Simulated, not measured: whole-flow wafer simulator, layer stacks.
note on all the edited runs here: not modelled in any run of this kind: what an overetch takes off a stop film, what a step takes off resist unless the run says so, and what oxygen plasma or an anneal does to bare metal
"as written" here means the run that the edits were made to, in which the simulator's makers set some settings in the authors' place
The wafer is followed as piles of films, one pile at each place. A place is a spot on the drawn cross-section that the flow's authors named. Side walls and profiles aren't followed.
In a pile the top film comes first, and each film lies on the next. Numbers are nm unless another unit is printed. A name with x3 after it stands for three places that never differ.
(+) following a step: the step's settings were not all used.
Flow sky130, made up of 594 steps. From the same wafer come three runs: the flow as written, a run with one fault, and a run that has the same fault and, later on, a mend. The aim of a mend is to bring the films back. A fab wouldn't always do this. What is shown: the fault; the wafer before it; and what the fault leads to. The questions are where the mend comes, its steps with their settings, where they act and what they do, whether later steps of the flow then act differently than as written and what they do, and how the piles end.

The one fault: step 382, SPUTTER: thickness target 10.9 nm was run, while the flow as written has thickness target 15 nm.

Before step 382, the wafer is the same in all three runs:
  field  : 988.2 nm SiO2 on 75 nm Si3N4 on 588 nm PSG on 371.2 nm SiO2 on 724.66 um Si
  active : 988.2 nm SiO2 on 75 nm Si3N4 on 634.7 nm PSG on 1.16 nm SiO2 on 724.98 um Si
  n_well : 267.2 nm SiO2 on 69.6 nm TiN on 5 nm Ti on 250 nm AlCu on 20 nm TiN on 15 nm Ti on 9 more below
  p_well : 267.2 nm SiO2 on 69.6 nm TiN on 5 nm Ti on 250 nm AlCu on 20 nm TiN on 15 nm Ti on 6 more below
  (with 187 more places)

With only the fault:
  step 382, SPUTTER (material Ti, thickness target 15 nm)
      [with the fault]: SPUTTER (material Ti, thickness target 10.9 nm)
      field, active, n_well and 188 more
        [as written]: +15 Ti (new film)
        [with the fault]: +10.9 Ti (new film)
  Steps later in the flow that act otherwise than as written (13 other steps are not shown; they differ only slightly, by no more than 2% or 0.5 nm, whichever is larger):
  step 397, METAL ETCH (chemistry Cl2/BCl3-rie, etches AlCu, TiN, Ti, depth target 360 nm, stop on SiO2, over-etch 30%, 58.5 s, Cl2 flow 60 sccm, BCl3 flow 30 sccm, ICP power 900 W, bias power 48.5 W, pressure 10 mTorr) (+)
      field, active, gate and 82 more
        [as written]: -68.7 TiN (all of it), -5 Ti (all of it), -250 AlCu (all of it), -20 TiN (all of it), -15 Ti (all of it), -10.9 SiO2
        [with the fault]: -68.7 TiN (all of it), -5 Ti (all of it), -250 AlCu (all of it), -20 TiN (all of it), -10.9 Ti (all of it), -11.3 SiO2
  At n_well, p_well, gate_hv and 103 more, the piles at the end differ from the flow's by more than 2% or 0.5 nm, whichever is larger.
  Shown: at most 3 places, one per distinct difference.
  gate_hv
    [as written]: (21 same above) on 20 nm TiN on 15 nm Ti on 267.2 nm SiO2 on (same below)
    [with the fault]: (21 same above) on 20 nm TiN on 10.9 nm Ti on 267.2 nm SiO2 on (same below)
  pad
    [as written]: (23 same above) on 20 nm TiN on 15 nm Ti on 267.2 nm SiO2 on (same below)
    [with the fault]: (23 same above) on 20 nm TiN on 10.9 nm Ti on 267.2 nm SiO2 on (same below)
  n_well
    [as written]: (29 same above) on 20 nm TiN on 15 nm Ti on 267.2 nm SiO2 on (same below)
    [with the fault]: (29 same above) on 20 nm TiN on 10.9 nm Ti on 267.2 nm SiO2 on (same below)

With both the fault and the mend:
  After step 382 comes the mend.
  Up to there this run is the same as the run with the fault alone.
  step 382a, SPUTTER (material Ti, thickness target 4.1 nm) (the flow's step 382, run once more with other settings)
      field, active, n_well and 188 more
        +4.1 Ti
  None of the later steps of the flow acts differently than as written at any place that is followed.
  By the end, the piles equal the flow's at every place that both follow.
